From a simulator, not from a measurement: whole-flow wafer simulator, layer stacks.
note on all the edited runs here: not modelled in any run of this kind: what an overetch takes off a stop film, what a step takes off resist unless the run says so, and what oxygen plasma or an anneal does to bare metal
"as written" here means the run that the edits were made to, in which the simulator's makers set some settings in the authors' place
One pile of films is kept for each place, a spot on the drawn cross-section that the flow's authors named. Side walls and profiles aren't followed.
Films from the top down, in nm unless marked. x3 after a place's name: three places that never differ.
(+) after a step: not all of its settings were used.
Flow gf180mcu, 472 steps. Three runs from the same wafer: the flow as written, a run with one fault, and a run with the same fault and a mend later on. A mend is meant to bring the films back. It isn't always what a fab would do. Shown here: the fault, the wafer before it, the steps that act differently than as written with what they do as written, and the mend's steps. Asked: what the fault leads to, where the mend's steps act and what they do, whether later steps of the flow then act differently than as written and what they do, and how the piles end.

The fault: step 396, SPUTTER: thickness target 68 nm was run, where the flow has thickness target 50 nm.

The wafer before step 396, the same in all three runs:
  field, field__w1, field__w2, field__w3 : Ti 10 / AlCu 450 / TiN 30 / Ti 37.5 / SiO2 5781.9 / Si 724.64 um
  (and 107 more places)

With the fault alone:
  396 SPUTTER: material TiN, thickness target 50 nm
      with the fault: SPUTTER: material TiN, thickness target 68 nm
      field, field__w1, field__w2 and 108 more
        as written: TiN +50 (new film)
        with the fault: TiN +68 (new film)
  Later steps of the flow that act differently than as written (1 more step differs only slightly, by at most 2% or 0.5 nm, whichever is larger, and isn't shown):
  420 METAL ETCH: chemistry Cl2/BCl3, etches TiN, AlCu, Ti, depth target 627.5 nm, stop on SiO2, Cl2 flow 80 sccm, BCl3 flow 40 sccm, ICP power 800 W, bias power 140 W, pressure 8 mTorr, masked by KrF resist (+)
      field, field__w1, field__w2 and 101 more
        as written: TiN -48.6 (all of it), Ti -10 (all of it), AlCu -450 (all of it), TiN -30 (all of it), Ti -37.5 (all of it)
        with the fault: TiN -66.6 (all of it), Ti -10 (all of it), AlCu -450 (all of it), TiN -30 (all of it), Ti -37.5 (all of it)
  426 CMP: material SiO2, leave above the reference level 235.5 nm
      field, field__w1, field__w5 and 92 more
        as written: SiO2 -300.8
        with the fault: SiO2 -282.8
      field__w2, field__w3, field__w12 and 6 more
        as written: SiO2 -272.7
        with the fault: SiO2 -253.9
  At the end the piles differ from the flow's by more than 2% or 0.5 nm, whichever is larger, at field__w4, field__w8, contact, m1, m1__w1, mim, mim_1p0, m1_nw.
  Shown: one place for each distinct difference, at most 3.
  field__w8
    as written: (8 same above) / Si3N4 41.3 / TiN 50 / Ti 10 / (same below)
    with the fault: (8 same above) / Si3N4 41.3 / TiN 68 / Ti 10 / (same below)
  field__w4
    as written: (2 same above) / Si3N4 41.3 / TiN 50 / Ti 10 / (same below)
    with the fault: (2 same above) / Si3N4 41.3 / TiN 68 / Ti 10 / (same below)
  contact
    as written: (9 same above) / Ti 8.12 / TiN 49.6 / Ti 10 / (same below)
    with the fault: (9 same above) / Ti 8.12 / TiN 67.6 / Ti 10 / (same below)

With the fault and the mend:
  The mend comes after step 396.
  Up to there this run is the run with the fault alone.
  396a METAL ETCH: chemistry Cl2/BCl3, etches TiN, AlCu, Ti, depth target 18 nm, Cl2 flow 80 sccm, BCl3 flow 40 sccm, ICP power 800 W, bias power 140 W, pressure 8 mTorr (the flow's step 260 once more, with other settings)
      field, field__w1, field__w2 and 108 more
        TiN -18
  No later step of the flow acts differently than as written at any place that is followed.
  At the end the piles are the same as the flow's at every place that both follow.
